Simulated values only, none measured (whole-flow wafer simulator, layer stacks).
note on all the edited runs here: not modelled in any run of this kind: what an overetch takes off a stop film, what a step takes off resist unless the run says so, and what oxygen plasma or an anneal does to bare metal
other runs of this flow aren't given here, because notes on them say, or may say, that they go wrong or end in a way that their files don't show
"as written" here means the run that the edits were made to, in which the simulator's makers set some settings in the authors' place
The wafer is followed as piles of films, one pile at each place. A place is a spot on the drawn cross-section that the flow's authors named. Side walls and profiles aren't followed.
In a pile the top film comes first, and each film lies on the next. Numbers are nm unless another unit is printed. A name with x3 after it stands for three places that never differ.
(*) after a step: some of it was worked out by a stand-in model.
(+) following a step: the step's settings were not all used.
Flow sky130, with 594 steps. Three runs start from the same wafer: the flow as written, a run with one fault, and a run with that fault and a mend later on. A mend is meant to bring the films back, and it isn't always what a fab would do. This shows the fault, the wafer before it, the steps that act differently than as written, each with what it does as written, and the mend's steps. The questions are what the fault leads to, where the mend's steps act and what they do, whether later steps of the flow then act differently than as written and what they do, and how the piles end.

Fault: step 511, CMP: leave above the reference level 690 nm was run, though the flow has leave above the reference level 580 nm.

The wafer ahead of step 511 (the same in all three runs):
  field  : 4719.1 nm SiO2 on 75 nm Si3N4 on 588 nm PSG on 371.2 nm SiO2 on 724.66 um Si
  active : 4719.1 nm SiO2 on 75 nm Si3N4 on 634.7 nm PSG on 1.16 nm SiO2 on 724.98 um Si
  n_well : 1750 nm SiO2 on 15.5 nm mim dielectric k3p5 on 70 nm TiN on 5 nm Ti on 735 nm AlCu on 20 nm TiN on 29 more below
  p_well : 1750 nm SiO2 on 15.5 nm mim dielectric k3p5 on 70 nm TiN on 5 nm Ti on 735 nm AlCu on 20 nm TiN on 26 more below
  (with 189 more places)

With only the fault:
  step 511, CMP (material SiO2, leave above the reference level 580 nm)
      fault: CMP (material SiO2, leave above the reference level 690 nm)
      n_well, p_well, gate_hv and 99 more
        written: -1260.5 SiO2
        fault: -1150.5 SiO2
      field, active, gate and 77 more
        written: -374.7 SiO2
        fault: -264.7 SiO2
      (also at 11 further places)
  Steps further on in the flow that do not act as written:
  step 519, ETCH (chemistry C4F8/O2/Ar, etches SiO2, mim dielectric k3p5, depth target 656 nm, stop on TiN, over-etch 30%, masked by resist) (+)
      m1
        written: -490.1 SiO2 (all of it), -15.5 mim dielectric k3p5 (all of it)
        fault: -600.1 SiO2 (all of it), -15.5 mim dielectric k3p5 (all of it)
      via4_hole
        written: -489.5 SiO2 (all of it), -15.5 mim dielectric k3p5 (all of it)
        fault: -599.5 SiO2 (all of it), -15.5 mim dielectric k3p5 (all of it)
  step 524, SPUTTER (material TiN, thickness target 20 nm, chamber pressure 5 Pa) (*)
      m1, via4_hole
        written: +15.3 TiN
        fault: +14.6 TiN
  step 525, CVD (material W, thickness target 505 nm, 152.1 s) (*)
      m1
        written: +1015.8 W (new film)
        fault: +1126.5 W (new film)
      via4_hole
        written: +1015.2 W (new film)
        fault: +1125.8 W (new film)
  At field, active, n_well and 190 more, the piles at the end differ from the flow's by more than 2% or 0.5 nm, whichever is larger.
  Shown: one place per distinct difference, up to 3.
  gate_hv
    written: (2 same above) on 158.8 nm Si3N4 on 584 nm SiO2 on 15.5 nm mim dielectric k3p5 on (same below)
    fault: (2 same above) on 158.8 nm Si3N4 on 694 nm SiO2 on 15.5 nm mim dielectric k3p5 on (same below)
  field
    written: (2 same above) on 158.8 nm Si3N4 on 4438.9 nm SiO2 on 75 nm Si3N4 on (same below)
    fault: (2 same above) on 158.8 nm Si3N4 on 4548.9 nm SiO2 on 75 nm Si3N4 on (same below)
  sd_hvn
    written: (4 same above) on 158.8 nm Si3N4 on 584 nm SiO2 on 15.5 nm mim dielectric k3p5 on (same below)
    fault: (4 same above) on 158.8 nm Si3N4 on 694 nm SiO2 on 15.5 nm mim dielectric k3p5 on (same below)

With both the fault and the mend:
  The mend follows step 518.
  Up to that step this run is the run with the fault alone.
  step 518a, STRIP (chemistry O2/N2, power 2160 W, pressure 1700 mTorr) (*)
      field, active, n_well and 188 more
        -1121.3 resist (all of it)
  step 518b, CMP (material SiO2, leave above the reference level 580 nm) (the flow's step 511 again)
      field, active, n_well and 190 more
        -110 SiO2
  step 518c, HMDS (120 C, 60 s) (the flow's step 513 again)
      leaves every film unchanged at each place that is followed
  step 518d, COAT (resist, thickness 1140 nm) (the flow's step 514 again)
      field, active, n_well and 190 more
        +1140 resist (new film)
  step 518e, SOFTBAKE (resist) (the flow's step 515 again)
      leaves every film unchanged at each place that is followed
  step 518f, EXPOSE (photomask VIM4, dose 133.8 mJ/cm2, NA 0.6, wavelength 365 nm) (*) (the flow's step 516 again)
      leaves every film unchanged at each place that is followed
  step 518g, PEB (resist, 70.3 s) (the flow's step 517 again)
      field, active, n_well and 190 more
        -18.7 resist
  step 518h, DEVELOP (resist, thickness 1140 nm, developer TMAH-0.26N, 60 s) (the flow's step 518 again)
      m1, via4_hole
        -1121.3 resist (all of it)
  Later steps of the flow that are run all act as written at every place that is followed.
  By the end, the piles equal the flow's at every place that both follow.
